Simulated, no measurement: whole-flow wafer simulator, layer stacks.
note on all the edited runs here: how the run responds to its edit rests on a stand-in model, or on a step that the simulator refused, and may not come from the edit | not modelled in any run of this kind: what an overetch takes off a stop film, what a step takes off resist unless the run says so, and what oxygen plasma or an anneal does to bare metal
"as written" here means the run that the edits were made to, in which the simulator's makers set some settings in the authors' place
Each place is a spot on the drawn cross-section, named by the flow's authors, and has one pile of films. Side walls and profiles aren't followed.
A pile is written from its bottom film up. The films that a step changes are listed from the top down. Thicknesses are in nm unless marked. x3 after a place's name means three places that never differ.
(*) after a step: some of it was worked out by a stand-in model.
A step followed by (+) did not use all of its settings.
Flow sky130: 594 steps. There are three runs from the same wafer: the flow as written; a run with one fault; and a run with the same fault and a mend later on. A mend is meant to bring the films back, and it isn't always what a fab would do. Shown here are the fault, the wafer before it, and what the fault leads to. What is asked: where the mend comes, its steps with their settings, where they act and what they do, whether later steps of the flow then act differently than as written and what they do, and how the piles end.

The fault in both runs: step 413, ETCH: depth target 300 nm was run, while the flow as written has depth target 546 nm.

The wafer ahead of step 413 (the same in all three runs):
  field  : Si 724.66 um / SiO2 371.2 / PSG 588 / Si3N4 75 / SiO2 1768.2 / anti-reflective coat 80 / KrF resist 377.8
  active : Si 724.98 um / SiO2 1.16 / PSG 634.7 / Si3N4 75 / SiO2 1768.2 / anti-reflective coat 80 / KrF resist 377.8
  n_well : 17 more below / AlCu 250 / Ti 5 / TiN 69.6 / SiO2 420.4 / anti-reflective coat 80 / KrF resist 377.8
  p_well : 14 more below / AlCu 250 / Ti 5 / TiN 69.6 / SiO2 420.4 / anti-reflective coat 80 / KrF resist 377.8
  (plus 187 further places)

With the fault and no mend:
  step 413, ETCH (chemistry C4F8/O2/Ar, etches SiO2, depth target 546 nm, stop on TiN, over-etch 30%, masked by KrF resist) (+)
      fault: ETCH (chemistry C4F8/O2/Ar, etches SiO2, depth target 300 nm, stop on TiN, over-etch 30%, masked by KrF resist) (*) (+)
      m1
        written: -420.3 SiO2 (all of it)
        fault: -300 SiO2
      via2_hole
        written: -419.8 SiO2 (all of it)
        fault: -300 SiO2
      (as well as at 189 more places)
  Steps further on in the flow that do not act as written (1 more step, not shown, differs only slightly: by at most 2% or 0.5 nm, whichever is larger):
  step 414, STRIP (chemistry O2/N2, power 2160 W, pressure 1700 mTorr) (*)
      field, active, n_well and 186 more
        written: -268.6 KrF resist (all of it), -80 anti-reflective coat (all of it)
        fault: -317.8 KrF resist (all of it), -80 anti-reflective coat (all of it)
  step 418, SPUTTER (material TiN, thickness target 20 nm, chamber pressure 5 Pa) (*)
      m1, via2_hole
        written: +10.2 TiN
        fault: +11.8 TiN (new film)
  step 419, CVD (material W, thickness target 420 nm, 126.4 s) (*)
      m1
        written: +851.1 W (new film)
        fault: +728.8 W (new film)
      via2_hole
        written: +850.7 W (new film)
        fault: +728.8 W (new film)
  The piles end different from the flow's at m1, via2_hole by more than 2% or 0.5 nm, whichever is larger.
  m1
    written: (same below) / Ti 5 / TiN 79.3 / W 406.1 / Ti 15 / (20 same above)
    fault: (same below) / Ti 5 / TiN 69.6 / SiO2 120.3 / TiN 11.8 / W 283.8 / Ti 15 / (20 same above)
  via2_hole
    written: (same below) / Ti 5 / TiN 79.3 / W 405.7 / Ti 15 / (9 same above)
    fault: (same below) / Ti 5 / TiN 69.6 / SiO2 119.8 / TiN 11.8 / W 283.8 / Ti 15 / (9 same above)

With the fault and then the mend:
  The mend stands after step 413.
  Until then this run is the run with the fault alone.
  step 413a, ETCH (chemistry C4F8/O2/Ar, etches SiO2, depth target 246 nm, stop on TiN, over-etch 30%, masked by KrF resist) (+) (the flow's step 413 again, with other settings)
      field, active, n_well and 186 more
        -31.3 KrF resist
      m1
        -120.3 SiO2 (all of it)
      via2_hole
        -119.8 SiO2 (all of it)
  Steps further on in the flow that do not act as written:
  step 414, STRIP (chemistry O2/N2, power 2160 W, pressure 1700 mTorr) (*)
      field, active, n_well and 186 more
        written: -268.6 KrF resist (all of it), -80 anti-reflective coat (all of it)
        mend: -286.6 KrF resist (all of it), -80 anti-reflective coat (all of it)
  By the end, the piles equal the flow's at every place that both follow.
